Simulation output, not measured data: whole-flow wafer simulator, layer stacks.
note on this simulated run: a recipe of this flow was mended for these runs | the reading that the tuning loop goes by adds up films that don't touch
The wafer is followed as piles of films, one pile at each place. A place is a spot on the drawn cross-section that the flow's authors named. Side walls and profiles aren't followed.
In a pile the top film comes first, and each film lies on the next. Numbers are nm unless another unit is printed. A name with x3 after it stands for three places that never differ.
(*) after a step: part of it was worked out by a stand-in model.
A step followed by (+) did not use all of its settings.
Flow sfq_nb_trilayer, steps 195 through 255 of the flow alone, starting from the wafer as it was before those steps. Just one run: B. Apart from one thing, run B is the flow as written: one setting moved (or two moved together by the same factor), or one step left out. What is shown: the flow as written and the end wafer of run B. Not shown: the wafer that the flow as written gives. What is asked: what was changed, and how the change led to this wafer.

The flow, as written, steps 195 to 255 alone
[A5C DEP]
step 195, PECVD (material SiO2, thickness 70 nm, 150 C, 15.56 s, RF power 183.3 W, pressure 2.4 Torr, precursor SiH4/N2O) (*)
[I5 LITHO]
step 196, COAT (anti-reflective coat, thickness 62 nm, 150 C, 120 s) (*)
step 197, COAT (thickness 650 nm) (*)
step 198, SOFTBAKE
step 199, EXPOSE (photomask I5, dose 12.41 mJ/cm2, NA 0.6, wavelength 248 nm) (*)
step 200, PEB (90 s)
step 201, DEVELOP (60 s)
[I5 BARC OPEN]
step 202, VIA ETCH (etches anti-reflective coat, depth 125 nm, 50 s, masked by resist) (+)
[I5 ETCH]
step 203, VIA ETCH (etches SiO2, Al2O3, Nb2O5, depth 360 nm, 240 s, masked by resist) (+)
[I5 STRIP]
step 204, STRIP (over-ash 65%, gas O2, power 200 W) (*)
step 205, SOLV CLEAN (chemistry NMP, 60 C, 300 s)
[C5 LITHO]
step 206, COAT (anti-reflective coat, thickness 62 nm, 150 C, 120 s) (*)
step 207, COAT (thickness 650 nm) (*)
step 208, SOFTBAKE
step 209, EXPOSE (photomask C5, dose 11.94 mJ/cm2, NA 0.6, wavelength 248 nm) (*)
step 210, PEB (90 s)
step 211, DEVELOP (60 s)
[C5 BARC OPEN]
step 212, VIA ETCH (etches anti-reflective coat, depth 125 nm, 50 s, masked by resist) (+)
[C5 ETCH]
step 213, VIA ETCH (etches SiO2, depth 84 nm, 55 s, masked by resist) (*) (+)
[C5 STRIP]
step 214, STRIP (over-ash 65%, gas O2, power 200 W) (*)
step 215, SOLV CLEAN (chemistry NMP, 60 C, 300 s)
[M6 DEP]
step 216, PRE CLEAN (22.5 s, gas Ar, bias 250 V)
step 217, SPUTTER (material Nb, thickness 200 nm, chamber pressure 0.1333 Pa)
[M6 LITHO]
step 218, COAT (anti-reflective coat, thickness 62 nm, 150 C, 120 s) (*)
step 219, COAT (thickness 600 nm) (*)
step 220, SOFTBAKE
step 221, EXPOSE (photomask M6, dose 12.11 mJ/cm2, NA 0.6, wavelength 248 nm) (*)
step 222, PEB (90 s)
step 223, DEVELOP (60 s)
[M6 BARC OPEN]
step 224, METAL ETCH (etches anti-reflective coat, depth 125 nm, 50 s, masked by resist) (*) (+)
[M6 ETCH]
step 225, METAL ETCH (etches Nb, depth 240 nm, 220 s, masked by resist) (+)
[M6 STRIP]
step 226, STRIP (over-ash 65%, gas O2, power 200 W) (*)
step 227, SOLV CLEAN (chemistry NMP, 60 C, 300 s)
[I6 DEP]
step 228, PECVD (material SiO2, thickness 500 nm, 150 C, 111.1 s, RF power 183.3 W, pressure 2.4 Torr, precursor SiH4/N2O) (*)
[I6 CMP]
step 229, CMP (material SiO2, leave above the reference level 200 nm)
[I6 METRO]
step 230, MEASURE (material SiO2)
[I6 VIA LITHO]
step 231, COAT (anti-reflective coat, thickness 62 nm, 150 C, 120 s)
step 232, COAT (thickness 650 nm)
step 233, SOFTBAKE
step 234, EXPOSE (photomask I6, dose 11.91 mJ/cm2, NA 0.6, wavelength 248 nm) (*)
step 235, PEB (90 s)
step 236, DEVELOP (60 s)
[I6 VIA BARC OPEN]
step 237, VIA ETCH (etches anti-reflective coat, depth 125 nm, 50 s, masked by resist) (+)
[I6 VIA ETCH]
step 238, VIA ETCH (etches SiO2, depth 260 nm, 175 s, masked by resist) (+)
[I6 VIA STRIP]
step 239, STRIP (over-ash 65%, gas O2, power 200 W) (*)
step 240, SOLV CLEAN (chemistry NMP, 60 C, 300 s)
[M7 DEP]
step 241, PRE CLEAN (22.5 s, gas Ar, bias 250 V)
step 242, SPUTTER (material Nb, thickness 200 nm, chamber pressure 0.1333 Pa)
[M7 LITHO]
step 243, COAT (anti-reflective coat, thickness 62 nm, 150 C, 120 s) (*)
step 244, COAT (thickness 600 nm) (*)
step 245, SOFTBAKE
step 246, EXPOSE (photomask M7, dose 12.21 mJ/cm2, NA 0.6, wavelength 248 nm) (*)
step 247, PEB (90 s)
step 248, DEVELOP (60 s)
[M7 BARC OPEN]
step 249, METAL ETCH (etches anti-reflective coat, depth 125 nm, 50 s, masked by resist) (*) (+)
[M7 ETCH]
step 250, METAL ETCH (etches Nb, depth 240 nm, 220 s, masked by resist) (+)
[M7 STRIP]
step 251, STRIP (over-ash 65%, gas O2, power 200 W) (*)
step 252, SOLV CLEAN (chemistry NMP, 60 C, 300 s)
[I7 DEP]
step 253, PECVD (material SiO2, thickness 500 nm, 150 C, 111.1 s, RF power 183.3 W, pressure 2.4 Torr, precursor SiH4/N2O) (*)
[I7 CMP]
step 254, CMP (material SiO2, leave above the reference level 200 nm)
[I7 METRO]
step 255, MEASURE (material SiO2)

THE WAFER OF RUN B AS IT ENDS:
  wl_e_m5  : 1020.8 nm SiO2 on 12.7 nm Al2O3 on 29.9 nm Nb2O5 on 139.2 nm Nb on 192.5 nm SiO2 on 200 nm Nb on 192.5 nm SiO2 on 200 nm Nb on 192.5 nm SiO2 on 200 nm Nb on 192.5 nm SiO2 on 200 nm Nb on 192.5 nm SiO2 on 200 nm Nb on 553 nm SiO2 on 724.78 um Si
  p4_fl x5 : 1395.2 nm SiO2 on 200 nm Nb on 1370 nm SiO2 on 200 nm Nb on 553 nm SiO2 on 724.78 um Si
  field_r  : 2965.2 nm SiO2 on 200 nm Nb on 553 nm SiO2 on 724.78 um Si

The reason: step 195, PECVD: 20.22 s was run, whereas the flow has 15.56 s.

How this came from the change, step by step:
  step 195, PECVD (material SiO2, thickness 70 nm, 150 C, 15.56 s, RF power 183.3 W, pressure 2.4 Torr, precursor SiH4/N2O) (*)
      field_l, v_sur, via_wl and 92 more: SiO2 gains 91 (as written it would have been: SiO2 gains 70)
      ce_l, c5j, ce_r and 8 more: SiO2 gains 91 (new film) (as written it would have been: SiO2 gains 70 (new film))
  step 196, COAT (anti-reflective coat, thickness 62 nm, 150 C, 120 s) (*)
      r5r_line_l, r5r_line_c, r5r_line_r: anti-reflective coat gains 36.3 (new film) (as written it would have been: anti-reflective coat gains 35.5 (new film))
  step 203, VIA ETCH (etches SiO2, Al2O3, Nb2O5, depth 360 nm, 240 s, masked by resist) (+)
      be: SiO2 loses 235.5 (all of it), Al2O3 loses 12.7 (all of it), Nb2O5 loses 29.9 (all of it), Nb loses 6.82 (as written it would have been: SiO2 loses 214.5 (all of it), Al2O3 loses 12.7 (all of it), Nb2O5 loses 29.9 (all of it), Nb loses 8.57)
  step 204, STRIP (over-ash 65%, gas O2, power 200 W) (*)
      r5r_line_l, r5r_line_c, r5r_line_r: KrF-resist-other-grade loses 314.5 (all of it), anti-reflective coat loses 36.3 (all of it) (as written it would have been: KrF-resist-other-grade loses 314.5 (all of it), anti-reflective coat loses 35.5 (all of it))
  step 206, COAT (anti-reflective coat, thickness 62 nm, 150 C, 120 s) (*)
      r5r_line_l, r5r_line_c, r5r_line_r: anti-reflective coat gains 36.3 (new film) (as written it would have been: anti-reflective coat gains 35.5 (new film))
      be: anti-reflective coat gains 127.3 (new film) (as written it would have been: anti-reflective coat gains 124.3 (new film))
  step 213, VIA ETCH (etches SiO2, depth 84 nm, 55 s, masked by resist) (*) (+)
      c5j: SiO2 loses 84 (as written it would have been: SiO2 loses 69.7 (all of it), Nb loses 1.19)
      res: SiO2 loses 84 (as written it would have been: SiO2 loses 69.7 (all of it), Ti loses 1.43)
  step 214, STRIP (over-ash 65%, gas O2, power 200 W) (*)
      r5r_line_l, r5r_line_c, r5r_line_r: KrF-resist-other-grade loses 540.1 (all of it), anti-reflective coat loses 36.3 (all of it) (as written it would have been: KrF-resist-other-grade loses 540 (all of it), anti-reflective coat loses 35.5 (all of it))
      be: KrF-resist-other-grade loses 719.5 (all of it), anti-reflective coat loses 127.3 (all of it) (as written it would have been: KrF-resist-other-grade loses 705.8 (all of it), anti-reflective coat loses 124.3 (all of it))
  step 216, PRE CLEAN (22.5 s, gas Ar, bias 250 V)
      c5j: SiO2 loses 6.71 (all of it), Nb loses 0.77 (as written it would have been: Nb loses 6.45)
      res: SiO2 loses 6.63 (all of it), Ti loses 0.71 (as written it would have been: Ti loses 4.53)
  step 217, SPUTTER (material Nb, thickness 200 nm, chamber pressure 0.1333 Pa)
      be: Nb gains 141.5 (as written it would have been: Nb gains 145.8)
      c5j: Nb gains 183.2 (as written it would have been: Nb gains 188.4)
  step 218, COAT (anti-reflective coat, thickness 62 nm, 150 C, 120 s) (*)
      be: anti-reflective coat gains 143 (new film) (as written it would have been: anti-reflective coat gains 139.6 (new film))
      jj_sur: anti-reflective coat gains 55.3 (new film) (as written it would have been: anti-reflective coat gains 57.9 (new film))
      (as well as at 7 more places)
  step 219, COAT (thickness 600 nm) (*)
      be: KrF-resist-other-grade gains 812 (new film) (as written it would have been: KrF-resist-other-grade gains 795.2 (new film))
  step 226, STRIP (over-ash 65%, gas O2, power 200 W) (*)
      be: KrF-resist-other-grade loses 576.1 (all of it), anti-reflective coat loses 143 (all of it) (as written it would have been: KrF-resist-other-grade loses 559.4 (all of it), anti-reflective coat loses 139.6 (all of it))
      jj_sur: KrF-resist-other-grade loses 362.4 (all of it), anti-reflective coat loses 55.3 (all of it) (as written it would have been: KrF-resist-other-grade loses 361.7 (all of it), anti-reflective coat loses 57.9 (all of it))
      (as well as at 7 more places)
  step 228, PECVD (material SiO2, thickness 500 nm, 150 C, 111.1 s, RF power 183.3 W, pressure 2.4 Torr, precursor SiH4/N2O) (*)
      be: SiO2 gains 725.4 (new film) (as written it would have been: SiO2 gains 702 (new film))
      c5j: SiO2 gains 534 (new film) (as written it would have been: SiO2 gains 514.7 (new film))
  step 229, CMP (material SiO2, leave above the reference level 200 nm)
      res: SiO2 loses 260.4 (as written it would have been: SiO2 loses 279.3)
